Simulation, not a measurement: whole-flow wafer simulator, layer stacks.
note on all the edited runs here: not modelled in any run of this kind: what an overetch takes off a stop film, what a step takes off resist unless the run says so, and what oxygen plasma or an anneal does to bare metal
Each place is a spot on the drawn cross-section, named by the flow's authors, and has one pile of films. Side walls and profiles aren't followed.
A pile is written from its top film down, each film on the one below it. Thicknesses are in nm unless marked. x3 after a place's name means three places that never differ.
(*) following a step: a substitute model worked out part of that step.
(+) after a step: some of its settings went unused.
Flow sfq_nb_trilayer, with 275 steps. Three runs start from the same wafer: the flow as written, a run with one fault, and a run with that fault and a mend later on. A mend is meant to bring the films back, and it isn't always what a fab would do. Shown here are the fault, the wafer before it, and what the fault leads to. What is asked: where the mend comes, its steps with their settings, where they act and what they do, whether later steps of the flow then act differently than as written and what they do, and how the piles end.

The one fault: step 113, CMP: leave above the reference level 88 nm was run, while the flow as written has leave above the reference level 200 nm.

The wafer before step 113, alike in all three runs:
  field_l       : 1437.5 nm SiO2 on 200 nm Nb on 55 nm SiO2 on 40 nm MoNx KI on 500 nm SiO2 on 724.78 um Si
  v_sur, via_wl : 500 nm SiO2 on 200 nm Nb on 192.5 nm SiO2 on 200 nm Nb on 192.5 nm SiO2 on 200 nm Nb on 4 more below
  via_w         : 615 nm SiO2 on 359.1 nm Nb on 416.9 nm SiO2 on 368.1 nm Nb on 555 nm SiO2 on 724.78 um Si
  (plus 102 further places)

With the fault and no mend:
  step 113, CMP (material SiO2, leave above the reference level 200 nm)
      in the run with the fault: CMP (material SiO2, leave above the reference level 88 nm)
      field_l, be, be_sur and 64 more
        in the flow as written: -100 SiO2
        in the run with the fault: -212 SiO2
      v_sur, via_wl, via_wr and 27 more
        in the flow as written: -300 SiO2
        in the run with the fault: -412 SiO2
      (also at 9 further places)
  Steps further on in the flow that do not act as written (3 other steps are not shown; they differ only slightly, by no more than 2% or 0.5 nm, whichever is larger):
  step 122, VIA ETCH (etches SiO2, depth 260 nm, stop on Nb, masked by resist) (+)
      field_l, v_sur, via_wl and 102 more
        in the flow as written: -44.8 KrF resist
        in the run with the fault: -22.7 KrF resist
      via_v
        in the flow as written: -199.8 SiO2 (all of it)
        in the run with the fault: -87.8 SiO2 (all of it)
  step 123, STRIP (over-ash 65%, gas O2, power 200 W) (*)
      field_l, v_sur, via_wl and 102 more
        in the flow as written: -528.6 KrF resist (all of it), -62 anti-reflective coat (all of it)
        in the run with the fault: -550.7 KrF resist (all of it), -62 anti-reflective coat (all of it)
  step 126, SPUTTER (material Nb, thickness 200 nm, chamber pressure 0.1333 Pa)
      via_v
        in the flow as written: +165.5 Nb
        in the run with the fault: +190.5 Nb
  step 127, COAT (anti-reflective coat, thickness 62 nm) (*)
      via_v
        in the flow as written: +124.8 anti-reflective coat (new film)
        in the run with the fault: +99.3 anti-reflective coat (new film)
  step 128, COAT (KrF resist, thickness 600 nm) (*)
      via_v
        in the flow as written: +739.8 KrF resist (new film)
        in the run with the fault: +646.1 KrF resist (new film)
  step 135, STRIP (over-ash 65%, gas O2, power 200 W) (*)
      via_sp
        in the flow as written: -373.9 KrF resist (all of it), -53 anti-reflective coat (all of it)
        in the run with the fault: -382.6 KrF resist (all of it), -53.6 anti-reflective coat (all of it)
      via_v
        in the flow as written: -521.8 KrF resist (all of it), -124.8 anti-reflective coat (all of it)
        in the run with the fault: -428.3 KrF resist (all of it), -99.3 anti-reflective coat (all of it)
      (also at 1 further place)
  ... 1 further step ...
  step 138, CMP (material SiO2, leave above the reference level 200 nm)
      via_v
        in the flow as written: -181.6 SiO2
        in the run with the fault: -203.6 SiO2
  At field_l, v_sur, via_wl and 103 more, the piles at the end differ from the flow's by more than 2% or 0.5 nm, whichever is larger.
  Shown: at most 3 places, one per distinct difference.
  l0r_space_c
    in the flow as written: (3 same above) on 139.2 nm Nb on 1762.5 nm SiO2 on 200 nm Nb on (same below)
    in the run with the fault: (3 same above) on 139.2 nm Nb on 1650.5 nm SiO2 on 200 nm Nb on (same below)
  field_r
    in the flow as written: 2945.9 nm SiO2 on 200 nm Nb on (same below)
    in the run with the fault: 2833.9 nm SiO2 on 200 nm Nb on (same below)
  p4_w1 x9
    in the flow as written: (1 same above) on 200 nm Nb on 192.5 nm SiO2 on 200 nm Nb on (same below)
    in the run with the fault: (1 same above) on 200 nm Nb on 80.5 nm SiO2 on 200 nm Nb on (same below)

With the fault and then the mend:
  The mend stands after step 114.
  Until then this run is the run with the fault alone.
  step 114a, PECVD (material SiO2, thickness 112 nm, 150 C, 24.89 s, RF power 183.3 W, pressure 2.4 Torr, precursor SiH4/N2O) (the flow's step 112, run once more with other settings)
      field_l, v_sur, via_wl and 103 more
        +112 SiO2
  Every later step of the flow that is run acts as written at every place that is followed.
  At every place that both follow, the piles at the end match the flow's.
